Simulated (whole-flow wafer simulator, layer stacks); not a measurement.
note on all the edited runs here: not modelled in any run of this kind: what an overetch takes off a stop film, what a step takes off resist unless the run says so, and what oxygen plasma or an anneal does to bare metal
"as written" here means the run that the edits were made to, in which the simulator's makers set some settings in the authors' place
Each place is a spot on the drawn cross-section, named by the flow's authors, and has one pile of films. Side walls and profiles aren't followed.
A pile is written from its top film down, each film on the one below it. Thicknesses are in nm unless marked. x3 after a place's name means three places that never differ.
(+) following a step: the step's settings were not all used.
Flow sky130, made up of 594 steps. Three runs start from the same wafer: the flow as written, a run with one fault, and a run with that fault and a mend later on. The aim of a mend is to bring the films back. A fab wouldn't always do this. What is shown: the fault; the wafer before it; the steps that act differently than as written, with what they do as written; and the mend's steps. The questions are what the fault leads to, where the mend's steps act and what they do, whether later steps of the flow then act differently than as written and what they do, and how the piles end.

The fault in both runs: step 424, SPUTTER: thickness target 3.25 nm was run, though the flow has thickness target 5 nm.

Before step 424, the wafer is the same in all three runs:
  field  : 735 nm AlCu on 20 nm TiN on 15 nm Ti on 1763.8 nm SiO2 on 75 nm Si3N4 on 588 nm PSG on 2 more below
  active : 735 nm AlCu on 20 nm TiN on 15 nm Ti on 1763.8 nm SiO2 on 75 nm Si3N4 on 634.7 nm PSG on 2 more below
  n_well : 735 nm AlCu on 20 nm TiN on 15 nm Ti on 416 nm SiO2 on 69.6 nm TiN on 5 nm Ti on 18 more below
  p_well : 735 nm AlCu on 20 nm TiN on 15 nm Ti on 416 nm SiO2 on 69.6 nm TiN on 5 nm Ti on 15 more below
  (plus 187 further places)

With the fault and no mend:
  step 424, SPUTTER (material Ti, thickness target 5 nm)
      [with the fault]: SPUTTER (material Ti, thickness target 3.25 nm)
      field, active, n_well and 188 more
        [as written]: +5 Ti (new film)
        [with the fault]: +3.25 Ti (new film)
  Steps later in the flow that act otherwise than as written (not shown: 13 more steps that differ only slightly, by at most 2% or 0.5 nm, whichever is larger):
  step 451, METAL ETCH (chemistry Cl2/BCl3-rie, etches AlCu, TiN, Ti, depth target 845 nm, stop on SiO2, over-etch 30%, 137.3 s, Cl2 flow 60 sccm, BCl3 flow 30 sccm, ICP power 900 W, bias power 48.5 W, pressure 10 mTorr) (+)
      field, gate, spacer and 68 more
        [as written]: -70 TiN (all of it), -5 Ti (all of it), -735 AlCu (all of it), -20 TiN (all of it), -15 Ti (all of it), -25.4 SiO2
        [with the fault]: -70 TiN (all of it), -3.25 Ti (all of it), -735 AlCu (all of it), -20 TiN (all of it), -15 Ti (all of it), -25.5 SiO2
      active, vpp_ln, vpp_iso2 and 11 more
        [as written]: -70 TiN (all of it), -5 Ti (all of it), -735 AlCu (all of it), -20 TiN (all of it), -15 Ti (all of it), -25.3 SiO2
        [with the fault]: -70 TiN (all of it), -3.25 Ti (all of it), -735 AlCu (all of it), -20 TiN (all of it), -15 Ti (all of it), -25.5 SiO2
  By the end, the piles at n_well, p_well, gate_hv and 104 more depart from the flow's by more than 2% or 0.5 nm, whichever is larger.
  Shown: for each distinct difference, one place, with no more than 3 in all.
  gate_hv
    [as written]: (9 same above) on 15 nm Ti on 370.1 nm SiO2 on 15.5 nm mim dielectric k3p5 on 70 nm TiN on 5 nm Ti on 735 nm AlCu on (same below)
    [with the fault]: (9 same above) on 15 nm Ti on 371.9 nm SiO2 on 15.5 nm mim dielectric k3p5 on 70 nm TiN on 3.25 nm Ti on 735 nm AlCu on (same below)
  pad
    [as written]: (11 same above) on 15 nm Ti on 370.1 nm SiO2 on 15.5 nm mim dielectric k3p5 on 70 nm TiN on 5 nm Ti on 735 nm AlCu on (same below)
    [with the fault]: (11 same above) on 15 nm Ti on 371.9 nm SiO2 on 15.5 nm mim dielectric k3p5 on 70 nm TiN on 3.25 nm Ti on 735 nm AlCu on (same below)
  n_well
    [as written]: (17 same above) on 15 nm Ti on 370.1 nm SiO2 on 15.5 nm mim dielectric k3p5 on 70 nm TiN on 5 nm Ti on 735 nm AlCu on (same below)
    [with the fault]: (17 same above) on 15 nm Ti on 371.9 nm SiO2 on 15.5 nm mim dielectric k3p5 on 70 nm TiN on 3.25 nm Ti on 735 nm AlCu on (same below)

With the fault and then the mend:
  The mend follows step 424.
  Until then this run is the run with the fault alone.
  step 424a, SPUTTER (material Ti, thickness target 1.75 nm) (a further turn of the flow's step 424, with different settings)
      field, active, n_well and 188 more
        +1.75 Ti
  Every later step of the flow that is run acts as written at every place that is followed.
  At every place that both follow, the piles at the end match the flow's.
